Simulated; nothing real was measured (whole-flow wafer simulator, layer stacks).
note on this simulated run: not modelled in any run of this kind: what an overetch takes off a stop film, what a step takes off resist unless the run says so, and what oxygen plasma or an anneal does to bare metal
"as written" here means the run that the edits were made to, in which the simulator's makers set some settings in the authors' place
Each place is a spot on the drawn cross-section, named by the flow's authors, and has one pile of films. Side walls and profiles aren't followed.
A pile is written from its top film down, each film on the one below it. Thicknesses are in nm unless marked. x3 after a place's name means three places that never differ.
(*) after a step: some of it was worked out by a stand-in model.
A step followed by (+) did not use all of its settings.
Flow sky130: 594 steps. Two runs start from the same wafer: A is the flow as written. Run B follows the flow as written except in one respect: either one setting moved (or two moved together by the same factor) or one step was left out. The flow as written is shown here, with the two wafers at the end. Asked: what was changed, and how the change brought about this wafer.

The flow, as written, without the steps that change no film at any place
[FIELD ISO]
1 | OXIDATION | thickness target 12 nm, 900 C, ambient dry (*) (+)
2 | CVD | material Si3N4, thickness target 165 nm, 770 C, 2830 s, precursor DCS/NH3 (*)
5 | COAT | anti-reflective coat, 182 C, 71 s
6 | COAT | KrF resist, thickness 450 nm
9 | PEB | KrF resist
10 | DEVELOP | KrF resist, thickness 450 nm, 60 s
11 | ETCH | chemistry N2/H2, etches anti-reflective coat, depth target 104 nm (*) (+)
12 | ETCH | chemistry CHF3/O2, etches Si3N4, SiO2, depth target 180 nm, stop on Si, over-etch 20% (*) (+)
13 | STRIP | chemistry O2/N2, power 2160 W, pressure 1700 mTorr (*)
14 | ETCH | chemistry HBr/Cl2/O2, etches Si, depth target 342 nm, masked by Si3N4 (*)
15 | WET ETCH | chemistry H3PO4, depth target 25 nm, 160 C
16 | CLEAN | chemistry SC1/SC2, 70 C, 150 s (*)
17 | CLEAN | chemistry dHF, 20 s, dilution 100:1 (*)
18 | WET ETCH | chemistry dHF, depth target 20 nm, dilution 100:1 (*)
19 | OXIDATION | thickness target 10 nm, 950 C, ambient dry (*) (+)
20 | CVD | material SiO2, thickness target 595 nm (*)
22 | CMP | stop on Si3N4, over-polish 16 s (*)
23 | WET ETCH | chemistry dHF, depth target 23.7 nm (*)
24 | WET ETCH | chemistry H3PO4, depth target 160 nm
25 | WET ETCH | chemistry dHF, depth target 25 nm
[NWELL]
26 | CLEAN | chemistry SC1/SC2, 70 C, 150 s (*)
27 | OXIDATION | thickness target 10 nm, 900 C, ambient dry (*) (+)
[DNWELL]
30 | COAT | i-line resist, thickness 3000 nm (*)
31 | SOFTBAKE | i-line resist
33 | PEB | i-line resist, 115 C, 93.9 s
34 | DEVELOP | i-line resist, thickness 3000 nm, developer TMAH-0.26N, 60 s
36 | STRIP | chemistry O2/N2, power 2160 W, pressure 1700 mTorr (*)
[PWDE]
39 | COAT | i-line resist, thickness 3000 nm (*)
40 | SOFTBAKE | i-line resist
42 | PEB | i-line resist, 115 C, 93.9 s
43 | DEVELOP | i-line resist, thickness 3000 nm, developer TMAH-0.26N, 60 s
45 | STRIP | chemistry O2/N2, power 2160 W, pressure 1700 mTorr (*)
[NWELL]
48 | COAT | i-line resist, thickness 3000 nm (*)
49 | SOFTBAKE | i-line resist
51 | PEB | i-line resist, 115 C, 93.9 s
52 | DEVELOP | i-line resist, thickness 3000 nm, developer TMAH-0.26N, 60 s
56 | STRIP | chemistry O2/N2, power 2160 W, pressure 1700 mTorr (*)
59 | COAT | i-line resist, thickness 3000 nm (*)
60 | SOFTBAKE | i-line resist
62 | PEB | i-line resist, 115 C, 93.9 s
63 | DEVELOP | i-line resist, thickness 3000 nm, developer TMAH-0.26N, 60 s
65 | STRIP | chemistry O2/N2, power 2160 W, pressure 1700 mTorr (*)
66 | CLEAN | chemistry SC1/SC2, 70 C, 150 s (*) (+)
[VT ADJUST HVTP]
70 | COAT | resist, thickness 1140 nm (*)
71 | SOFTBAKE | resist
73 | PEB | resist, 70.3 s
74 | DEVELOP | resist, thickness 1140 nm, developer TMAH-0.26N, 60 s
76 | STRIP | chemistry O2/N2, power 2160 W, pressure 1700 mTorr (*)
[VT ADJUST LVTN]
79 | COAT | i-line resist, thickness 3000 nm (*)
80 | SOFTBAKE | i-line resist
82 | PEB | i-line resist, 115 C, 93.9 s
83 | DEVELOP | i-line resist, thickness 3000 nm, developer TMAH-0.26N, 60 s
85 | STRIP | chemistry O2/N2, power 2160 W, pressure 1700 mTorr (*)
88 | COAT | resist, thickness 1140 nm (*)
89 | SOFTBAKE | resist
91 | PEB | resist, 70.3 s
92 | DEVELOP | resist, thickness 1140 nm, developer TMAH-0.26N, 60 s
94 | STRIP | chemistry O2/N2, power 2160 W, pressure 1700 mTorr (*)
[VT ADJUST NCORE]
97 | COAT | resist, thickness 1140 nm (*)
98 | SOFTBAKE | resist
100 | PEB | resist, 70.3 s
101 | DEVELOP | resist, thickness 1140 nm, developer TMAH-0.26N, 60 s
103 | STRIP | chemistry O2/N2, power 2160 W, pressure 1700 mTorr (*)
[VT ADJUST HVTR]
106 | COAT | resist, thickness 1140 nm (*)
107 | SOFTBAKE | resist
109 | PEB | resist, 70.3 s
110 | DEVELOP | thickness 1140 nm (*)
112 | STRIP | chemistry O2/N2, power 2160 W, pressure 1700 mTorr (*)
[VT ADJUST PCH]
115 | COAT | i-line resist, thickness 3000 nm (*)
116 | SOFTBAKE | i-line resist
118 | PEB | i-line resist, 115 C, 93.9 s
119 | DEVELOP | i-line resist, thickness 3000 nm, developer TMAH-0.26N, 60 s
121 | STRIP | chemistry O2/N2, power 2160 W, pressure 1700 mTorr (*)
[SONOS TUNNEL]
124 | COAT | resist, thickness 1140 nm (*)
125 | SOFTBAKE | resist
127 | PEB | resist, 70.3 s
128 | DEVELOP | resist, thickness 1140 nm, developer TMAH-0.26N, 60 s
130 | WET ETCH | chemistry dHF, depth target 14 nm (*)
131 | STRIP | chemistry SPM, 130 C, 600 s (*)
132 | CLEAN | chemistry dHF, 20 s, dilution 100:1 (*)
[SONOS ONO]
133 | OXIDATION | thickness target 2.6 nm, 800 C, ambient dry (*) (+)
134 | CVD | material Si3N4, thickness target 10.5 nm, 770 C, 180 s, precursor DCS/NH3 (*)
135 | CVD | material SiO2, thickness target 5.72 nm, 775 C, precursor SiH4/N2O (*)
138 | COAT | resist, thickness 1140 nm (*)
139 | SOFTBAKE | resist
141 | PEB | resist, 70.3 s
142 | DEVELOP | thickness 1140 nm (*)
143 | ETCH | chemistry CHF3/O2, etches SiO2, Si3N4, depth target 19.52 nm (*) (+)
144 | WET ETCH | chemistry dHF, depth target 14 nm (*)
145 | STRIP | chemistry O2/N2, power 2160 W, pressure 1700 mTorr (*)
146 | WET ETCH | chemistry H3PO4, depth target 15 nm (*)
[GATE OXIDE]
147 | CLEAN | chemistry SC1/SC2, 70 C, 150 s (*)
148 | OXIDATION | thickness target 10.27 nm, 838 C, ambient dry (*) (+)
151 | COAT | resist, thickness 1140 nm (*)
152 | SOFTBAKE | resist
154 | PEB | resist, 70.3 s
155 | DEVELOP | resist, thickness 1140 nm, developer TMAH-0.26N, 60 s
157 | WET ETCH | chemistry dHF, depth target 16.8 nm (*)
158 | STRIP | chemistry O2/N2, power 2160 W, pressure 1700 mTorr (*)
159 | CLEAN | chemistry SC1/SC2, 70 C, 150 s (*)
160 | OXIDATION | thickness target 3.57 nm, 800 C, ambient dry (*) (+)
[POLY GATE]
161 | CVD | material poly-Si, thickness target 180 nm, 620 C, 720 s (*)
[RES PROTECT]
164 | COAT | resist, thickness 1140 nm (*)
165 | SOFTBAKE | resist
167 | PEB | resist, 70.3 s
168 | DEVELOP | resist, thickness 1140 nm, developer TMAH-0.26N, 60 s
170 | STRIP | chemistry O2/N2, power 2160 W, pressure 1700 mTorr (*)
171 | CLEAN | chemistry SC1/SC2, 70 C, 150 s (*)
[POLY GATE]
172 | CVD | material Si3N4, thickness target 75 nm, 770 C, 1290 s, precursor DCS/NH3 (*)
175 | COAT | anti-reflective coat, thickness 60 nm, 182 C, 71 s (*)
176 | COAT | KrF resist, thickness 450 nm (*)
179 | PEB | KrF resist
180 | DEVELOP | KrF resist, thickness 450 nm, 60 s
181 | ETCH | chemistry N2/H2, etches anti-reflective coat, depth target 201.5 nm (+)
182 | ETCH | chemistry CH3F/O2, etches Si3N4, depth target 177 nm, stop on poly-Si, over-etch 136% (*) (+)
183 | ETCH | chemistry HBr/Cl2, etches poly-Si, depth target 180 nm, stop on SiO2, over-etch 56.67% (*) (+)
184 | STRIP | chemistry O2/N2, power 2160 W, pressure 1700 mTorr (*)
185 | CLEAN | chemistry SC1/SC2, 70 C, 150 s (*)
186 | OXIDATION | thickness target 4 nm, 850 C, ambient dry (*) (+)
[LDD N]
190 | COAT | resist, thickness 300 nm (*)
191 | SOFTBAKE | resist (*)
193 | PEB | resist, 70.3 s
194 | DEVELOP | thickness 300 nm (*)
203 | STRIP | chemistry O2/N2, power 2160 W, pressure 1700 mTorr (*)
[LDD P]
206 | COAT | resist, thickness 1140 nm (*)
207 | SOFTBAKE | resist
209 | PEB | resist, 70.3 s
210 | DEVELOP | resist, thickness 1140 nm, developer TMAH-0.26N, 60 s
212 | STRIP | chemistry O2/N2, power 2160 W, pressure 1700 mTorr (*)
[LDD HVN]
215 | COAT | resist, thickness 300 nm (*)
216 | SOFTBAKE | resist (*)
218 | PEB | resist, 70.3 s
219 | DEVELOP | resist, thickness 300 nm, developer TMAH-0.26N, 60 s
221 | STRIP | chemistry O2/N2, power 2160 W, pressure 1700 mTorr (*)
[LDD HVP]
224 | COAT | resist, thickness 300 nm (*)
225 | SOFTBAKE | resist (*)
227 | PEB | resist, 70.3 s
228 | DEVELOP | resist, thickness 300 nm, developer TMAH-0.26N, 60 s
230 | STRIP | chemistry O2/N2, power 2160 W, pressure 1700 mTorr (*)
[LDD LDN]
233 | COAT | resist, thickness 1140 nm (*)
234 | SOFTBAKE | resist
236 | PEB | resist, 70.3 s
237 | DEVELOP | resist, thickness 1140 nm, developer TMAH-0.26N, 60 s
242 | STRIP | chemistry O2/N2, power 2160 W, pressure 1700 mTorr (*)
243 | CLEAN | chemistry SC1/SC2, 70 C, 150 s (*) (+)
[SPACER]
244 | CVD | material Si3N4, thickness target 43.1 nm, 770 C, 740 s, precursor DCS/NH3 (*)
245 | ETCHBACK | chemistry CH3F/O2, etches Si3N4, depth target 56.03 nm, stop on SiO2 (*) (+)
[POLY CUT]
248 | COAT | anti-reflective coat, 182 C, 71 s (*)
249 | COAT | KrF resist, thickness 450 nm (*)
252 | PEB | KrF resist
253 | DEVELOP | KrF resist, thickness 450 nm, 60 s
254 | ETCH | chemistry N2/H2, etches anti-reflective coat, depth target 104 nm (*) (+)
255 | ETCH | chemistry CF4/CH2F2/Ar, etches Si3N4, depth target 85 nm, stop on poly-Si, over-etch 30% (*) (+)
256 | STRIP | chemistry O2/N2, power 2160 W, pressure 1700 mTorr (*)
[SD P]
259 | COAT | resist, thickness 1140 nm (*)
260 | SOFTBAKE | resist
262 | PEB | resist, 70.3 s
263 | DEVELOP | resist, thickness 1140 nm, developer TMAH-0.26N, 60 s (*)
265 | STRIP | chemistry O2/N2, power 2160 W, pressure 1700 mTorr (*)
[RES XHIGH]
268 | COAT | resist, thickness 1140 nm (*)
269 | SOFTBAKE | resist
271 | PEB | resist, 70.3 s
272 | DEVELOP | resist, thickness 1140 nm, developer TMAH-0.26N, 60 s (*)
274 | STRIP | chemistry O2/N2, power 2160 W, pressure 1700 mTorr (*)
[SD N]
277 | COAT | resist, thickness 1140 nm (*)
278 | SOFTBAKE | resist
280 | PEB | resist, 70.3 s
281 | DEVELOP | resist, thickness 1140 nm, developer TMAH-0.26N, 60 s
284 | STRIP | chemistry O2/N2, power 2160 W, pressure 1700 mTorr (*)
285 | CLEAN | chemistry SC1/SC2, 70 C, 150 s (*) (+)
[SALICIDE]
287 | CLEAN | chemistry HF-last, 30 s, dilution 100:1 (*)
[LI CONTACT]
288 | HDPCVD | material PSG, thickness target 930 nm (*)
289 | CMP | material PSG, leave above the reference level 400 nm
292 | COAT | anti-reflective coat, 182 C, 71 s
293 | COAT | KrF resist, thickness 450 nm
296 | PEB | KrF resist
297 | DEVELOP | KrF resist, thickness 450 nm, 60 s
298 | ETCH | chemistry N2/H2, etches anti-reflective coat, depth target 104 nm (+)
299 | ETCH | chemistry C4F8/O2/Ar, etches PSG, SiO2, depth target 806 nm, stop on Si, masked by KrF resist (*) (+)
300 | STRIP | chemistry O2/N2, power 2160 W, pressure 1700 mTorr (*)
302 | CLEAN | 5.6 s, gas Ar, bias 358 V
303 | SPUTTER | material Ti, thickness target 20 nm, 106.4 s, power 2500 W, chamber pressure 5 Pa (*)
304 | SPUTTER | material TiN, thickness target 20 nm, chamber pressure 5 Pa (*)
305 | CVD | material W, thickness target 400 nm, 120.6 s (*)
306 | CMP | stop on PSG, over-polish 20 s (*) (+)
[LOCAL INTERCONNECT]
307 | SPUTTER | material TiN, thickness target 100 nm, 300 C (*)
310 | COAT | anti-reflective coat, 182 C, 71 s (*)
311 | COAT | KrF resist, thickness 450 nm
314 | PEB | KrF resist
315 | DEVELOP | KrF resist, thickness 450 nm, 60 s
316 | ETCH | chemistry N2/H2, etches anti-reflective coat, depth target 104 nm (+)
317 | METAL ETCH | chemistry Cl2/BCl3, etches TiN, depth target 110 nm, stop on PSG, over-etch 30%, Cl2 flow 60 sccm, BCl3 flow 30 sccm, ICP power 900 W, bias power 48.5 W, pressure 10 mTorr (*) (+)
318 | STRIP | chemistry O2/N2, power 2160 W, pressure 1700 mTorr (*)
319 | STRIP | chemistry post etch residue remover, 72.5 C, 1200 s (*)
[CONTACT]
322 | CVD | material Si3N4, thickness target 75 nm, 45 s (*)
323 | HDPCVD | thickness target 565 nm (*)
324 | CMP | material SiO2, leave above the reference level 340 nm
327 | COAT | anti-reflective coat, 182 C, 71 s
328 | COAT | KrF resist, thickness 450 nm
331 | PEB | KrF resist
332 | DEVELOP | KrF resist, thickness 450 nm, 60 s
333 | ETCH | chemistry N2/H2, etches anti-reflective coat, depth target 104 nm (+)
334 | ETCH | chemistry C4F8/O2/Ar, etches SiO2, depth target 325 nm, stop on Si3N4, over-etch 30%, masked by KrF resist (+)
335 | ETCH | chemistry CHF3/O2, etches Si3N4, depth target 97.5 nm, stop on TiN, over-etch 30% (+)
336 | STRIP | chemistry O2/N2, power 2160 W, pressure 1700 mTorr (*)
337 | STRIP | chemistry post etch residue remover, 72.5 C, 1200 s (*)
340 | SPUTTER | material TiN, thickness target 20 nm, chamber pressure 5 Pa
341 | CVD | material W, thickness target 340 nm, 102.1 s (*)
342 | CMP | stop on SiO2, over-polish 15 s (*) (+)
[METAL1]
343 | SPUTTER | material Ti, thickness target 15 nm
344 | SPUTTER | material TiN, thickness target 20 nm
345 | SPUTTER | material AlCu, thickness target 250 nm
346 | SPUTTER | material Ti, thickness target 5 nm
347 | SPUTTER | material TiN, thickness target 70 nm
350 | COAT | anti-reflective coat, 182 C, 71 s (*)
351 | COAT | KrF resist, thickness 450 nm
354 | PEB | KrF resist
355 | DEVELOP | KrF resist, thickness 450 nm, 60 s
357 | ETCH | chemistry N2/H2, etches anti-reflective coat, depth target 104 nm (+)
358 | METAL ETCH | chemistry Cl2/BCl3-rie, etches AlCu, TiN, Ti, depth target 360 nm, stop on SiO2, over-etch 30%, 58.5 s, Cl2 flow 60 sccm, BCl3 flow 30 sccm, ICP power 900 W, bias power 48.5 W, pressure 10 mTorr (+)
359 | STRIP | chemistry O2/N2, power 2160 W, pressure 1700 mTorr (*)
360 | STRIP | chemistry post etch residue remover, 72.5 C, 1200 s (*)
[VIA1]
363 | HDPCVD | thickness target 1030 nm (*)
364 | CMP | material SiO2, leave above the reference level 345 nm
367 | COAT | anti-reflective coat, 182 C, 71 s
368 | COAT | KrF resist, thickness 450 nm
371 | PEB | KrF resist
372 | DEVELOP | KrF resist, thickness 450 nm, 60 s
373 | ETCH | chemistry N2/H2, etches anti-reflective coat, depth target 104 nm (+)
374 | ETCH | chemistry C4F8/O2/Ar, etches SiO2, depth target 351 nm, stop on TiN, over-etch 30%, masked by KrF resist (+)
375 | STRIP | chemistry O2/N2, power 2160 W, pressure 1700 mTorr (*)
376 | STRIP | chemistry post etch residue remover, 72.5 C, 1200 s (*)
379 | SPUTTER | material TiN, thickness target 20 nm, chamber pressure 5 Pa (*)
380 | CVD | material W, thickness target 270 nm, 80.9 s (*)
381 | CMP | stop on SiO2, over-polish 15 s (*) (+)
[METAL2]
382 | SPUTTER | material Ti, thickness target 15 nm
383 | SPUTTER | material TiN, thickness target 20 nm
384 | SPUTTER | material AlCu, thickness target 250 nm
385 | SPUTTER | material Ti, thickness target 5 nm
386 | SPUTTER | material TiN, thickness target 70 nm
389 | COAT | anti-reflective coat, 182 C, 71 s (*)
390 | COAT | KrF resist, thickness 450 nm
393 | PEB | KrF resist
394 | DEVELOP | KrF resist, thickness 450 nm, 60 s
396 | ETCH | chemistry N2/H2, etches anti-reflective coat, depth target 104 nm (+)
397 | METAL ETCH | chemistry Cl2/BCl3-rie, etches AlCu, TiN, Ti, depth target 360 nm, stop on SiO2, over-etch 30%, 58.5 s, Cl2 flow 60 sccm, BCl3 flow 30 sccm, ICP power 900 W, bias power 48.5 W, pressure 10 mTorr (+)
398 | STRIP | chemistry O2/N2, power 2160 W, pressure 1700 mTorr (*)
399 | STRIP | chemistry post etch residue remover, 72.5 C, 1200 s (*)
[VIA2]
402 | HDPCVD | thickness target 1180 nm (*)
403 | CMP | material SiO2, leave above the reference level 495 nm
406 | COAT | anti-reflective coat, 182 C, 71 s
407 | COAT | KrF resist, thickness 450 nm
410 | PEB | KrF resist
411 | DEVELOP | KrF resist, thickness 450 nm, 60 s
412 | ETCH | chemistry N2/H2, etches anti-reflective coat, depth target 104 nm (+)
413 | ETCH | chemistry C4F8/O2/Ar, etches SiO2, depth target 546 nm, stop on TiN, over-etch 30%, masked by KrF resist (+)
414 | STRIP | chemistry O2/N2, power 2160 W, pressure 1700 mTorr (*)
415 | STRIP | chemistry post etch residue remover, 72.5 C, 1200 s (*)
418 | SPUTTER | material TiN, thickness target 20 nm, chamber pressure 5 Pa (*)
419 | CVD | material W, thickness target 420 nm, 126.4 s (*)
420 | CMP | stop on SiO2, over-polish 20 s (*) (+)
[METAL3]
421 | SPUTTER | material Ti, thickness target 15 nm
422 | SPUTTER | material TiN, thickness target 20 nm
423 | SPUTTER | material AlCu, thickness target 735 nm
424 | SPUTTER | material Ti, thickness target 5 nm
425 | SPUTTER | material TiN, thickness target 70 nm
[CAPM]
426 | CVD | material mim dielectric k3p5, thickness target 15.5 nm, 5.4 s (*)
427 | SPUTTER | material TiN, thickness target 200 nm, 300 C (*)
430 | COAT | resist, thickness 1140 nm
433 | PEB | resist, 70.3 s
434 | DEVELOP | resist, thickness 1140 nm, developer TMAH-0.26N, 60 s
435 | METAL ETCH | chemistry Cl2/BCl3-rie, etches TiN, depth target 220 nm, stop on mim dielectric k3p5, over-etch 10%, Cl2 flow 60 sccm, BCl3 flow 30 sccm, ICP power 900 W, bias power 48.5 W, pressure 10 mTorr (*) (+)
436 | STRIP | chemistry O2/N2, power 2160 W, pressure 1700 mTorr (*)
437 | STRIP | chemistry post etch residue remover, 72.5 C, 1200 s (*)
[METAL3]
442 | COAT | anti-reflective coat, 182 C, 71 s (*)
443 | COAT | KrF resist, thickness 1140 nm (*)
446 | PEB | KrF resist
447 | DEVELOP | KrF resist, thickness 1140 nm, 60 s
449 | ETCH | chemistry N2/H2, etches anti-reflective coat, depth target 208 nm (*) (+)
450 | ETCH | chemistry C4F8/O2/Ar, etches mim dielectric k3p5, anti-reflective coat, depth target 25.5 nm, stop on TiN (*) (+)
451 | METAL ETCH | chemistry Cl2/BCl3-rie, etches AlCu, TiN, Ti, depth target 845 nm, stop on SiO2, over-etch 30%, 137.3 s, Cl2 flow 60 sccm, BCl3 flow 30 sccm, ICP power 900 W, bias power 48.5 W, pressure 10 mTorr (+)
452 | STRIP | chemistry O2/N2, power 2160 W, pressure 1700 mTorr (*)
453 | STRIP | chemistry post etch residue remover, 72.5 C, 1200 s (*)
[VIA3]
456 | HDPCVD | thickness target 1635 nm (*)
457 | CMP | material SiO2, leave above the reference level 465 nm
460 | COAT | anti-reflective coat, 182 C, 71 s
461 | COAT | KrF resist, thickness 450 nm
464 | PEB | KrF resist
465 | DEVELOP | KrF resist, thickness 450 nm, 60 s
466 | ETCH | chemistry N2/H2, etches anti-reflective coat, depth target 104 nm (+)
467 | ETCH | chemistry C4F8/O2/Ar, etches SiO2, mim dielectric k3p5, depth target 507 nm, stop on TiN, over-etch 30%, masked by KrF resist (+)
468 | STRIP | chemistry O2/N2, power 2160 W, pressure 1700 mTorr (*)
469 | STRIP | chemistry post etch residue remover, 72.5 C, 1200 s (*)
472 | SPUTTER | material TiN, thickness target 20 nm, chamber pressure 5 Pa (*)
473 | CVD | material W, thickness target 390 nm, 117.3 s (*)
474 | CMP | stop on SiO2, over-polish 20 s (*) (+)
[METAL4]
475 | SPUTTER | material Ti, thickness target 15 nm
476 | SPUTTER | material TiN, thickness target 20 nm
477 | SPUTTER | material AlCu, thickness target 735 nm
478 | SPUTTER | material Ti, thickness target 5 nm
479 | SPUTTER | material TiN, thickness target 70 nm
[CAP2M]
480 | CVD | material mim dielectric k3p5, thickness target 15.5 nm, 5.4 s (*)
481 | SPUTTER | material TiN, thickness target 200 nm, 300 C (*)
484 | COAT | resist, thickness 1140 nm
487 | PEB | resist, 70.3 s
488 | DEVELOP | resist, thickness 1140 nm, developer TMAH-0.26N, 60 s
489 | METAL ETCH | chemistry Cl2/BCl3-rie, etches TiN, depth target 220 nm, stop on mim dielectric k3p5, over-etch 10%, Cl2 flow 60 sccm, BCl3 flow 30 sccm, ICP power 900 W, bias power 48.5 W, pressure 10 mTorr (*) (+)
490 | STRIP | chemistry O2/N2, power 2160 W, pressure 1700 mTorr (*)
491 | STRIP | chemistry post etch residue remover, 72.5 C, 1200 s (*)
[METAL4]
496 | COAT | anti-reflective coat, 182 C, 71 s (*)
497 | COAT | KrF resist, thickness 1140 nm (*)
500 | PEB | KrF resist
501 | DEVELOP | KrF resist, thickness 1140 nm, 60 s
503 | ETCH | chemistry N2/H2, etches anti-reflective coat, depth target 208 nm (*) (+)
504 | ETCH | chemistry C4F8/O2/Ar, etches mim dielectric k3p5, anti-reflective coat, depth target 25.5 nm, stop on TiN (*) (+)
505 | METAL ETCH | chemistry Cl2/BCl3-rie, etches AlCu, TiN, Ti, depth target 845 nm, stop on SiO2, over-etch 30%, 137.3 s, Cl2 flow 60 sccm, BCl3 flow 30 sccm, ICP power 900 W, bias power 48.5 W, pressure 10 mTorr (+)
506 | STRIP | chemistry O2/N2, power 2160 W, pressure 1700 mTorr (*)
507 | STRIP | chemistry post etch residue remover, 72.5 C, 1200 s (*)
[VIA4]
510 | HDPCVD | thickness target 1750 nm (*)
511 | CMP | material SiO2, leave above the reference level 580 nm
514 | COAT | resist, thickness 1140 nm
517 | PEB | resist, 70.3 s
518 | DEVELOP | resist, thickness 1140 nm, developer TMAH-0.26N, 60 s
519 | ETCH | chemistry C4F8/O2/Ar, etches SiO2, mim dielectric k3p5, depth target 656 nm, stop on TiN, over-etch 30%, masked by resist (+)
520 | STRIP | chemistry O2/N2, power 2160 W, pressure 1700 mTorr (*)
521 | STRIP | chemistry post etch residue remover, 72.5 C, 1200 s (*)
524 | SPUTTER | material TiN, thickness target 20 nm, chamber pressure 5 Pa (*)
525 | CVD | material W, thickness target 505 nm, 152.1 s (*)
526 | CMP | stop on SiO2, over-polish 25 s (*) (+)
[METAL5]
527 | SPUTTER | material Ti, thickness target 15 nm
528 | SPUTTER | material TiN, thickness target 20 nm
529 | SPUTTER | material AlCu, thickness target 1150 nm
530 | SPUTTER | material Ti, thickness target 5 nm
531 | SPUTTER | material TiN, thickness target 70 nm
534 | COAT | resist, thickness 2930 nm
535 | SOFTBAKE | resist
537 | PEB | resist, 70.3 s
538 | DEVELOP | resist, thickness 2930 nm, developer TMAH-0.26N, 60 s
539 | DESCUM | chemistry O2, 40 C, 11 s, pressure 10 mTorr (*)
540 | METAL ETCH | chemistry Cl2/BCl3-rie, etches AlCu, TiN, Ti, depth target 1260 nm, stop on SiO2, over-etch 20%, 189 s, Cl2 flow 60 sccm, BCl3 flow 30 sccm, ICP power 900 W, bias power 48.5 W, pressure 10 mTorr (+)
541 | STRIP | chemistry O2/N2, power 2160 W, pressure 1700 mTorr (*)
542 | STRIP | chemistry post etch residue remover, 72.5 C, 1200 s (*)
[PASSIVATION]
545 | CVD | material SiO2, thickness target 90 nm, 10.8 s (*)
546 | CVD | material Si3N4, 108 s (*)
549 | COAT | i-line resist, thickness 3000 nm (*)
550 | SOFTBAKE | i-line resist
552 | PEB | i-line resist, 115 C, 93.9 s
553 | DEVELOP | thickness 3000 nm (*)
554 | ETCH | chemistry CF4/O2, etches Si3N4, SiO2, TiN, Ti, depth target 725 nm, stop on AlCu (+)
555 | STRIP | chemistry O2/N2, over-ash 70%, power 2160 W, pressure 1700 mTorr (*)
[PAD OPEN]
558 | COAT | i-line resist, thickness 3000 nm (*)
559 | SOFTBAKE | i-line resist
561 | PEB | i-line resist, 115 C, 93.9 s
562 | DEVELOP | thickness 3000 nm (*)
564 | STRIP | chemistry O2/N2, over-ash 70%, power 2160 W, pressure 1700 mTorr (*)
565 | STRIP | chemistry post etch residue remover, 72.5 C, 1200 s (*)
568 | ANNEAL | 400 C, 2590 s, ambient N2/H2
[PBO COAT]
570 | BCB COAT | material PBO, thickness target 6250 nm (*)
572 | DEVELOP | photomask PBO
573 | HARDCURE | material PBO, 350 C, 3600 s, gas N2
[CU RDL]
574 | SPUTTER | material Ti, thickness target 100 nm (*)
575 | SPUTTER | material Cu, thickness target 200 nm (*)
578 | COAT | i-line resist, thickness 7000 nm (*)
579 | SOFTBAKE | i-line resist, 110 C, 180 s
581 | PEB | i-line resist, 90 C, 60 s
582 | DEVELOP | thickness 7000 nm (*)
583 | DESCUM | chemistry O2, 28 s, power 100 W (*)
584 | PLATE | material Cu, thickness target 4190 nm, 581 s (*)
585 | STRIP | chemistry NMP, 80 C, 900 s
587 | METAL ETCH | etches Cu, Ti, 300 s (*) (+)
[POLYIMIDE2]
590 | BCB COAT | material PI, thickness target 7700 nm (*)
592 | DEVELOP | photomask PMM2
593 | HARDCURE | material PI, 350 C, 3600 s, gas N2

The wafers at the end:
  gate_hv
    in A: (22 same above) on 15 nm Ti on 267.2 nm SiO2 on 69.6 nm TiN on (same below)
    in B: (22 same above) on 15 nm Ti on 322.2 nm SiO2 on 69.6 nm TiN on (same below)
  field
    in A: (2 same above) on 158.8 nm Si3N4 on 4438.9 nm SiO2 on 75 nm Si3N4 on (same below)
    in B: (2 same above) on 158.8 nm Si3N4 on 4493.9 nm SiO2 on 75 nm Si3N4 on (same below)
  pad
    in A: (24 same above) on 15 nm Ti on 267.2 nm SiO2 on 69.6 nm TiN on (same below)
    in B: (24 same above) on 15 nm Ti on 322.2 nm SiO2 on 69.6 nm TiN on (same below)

Cause: step 364, CMP: leave above the reference level 400 nm was run, whereas the flow has leave above the reference level 345 nm.

The path from the change to this, step by step:
  364 | CMP | material SiO2, leave above the reference level 345 nm
      n_well, p_well, gate_hv and 100 more: A SiO2 loses 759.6 | B SiO2 loses 704.6
      field, active, gate and 81 more: A SiO2 loses 389.1 | B SiO2 loses 334.1
      (and at 4 other places as well)
  374 | ETCH | chemistry C4F8/O2/Ar, etches SiO2, depth target 351 nm, stop on TiN, over-etch 30%, masked by KrF resist (+)
      m1, via1_hole: A SiO2 loses 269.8 (all of it) | B SiO2 loses 324.8 (all of it)
  379 | SPUTTER | material TiN, thickness target 20 nm, chamber pressure 5 Pa (*)
      m1: A TiN gains 11 | B TiN gains 9.98
      via1_hole: A TiN gains 10.9 | B TiN gains 9.96
  380 | CVD | material W, thickness target 270 nm, 80.9 s (*)
      m1, via1_hole: A W gains 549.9 (new film) | B W gains 605.9 (new film)
